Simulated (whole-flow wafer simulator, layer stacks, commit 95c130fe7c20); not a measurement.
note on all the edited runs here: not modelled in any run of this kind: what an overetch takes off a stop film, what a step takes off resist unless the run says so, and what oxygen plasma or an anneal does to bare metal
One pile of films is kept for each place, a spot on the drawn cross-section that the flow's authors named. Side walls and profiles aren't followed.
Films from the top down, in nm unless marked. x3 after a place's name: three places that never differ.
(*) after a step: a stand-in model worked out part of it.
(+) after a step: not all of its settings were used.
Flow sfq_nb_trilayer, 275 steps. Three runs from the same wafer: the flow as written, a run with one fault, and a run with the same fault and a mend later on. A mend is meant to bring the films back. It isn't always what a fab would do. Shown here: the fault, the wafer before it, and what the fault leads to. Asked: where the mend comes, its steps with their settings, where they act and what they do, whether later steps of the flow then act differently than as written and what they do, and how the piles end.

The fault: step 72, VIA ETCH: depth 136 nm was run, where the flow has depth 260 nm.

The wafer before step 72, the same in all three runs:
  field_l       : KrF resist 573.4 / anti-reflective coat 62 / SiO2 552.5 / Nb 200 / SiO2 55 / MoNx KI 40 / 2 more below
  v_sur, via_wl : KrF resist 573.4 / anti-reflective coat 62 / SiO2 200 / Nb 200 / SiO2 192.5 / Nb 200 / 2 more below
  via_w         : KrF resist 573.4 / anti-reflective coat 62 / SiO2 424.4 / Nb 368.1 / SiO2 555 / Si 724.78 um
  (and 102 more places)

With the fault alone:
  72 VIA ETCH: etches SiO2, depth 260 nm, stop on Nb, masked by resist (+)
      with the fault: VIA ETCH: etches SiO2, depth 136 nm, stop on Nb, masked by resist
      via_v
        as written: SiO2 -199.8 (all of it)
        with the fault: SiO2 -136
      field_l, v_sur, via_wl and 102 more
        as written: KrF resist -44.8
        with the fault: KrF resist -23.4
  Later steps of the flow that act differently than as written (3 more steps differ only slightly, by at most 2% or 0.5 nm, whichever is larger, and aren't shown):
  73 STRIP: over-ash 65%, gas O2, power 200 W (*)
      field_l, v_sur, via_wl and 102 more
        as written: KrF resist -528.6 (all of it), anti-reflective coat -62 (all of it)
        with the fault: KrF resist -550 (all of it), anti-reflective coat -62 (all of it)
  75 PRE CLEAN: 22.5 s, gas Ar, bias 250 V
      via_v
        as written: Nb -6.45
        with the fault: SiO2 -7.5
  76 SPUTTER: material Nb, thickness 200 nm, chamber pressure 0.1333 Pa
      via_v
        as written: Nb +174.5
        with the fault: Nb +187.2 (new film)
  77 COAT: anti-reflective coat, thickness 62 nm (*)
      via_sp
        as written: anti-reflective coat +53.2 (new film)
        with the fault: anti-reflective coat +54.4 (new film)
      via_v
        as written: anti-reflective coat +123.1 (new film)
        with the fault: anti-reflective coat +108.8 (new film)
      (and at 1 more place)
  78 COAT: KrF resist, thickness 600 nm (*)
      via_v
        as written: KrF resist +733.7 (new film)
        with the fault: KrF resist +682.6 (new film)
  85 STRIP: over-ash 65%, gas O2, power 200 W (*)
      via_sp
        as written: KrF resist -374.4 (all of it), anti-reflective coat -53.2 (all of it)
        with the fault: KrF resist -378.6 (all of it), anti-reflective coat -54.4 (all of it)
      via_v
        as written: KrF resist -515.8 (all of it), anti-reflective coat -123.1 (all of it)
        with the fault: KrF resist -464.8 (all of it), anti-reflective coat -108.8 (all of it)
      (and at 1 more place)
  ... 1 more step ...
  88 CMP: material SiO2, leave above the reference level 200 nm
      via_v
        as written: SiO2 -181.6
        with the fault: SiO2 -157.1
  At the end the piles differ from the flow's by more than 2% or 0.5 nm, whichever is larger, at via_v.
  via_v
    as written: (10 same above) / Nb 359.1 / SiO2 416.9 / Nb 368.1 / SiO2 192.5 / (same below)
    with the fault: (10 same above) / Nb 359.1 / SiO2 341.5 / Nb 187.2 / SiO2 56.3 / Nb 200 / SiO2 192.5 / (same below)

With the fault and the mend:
  The mend comes after step 72.
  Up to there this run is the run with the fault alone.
  72a VIA ETCH: etches SiO2, depth 124 nm, stop on Nb, masked by resist (+) (the flow's step 72 once more, with other settings)
      field_l, v_sur, via_wl and 102 more
        KrF resist -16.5
      via_v
        SiO2 -63.8 (all of it)
  No later step of the flow acts differently than as written, at any place that is followed, by more than 2% or 0.5 nm, whichever is larger.
  At the end the piles are the same as the flow's at every place that both follow.
